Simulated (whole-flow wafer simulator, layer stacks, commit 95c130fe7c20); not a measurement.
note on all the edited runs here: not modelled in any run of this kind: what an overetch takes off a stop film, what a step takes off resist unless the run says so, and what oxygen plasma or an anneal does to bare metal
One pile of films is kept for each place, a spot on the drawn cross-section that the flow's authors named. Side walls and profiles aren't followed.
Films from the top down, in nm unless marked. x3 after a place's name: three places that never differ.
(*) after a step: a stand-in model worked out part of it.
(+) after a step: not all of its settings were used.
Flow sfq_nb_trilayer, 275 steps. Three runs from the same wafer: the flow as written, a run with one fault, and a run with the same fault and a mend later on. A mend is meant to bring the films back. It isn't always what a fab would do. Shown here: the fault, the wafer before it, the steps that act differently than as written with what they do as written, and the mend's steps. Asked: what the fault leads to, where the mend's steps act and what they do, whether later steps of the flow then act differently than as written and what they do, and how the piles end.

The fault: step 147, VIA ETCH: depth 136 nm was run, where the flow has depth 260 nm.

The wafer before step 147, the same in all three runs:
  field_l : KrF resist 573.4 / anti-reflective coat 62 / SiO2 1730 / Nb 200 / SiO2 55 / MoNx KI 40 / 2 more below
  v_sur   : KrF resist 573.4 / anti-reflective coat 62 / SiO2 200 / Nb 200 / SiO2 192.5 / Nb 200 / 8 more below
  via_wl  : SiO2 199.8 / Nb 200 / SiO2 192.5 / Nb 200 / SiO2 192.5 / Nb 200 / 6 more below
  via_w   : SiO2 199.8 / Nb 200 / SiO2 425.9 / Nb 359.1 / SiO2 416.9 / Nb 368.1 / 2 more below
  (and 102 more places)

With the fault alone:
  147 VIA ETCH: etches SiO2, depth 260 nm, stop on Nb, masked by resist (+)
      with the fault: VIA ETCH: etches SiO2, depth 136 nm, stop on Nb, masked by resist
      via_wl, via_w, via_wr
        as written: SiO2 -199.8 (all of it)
        with the fault: SiO2 -136
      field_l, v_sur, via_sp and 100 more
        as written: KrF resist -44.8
        with the fault: KrF resist -23.4
  Later steps of the flow that act differently than as written (4 more steps differ only slightly, by at most 2% or 0.5 nm, whichever is larger, and aren't shown):
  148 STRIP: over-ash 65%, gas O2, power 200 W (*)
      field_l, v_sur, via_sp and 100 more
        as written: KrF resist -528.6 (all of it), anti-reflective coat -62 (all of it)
        with the fault: KrF resist -550 (all of it), anti-reflective coat -62 (all of it)
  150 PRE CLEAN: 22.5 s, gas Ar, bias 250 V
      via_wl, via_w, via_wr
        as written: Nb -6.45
        with the fault: SiO2 -7.5
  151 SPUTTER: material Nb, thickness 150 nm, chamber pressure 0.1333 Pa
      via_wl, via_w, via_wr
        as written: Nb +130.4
        with the fault: Nb +137.7 (new film)
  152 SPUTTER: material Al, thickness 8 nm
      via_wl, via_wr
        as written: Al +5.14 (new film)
        with the fault: Al +5.91 (new film)
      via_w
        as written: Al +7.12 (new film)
        with the fault: Al +7.74 (new film)
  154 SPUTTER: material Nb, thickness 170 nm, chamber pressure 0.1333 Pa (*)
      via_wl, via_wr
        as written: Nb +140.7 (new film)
        with the fault: Nb +121 (new film)
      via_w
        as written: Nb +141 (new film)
        with the fault: Nb +164.7 (new film)
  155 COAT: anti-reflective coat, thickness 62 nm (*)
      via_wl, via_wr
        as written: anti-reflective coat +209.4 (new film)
        with the fault: anti-reflective coat +196.3 (new film)
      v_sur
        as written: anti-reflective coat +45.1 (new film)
        with the fault: anti-reflective coat +48.1 (new film)
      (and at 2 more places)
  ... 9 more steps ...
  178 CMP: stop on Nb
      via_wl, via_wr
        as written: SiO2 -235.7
        with the fault: SiO2 -305.6
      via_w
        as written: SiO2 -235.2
        with the fault: SiO2 -305.1
  At the end the piles differ from the flow's by more than 2% or 0.5 nm, whichever is larger, at via_wl, via_w, via_wr.
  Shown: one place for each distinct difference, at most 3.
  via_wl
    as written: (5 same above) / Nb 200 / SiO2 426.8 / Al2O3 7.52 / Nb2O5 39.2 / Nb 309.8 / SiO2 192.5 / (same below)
    with the fault: (5 same above) / Nb 200 / SiO2 356.9 / Al2O3 8.79 / Nb2O5 36.9 / Nb 124.5 / SiO2 56.3 / Nb 200 / SiO2 192.5 / (same below)
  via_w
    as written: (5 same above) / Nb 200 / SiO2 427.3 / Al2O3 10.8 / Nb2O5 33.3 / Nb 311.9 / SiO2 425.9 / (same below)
    with the fault: (5 same above) / Nb 200 / SiO2 357.4 / Al2O3 12.2 / Nb2O5 30.9 / Nb 126.6 / SiO2 56.3 / Nb 200 / SiO2 425.9 / (same below)

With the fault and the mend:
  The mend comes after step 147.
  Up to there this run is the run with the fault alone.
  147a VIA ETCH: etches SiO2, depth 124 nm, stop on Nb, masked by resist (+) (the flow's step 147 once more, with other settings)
      field_l, v_sur, via_sp and 100 more
        KrF resist -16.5
      via_wl, via_w, via_wr
        SiO2 -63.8 (all of it)
  No later step of the flow acts differently than as written, at any place that is followed, by more than 2% or 0.5 nm, whichever is larger.
  At the end the piles are the same as the flow's at every place that both follow.
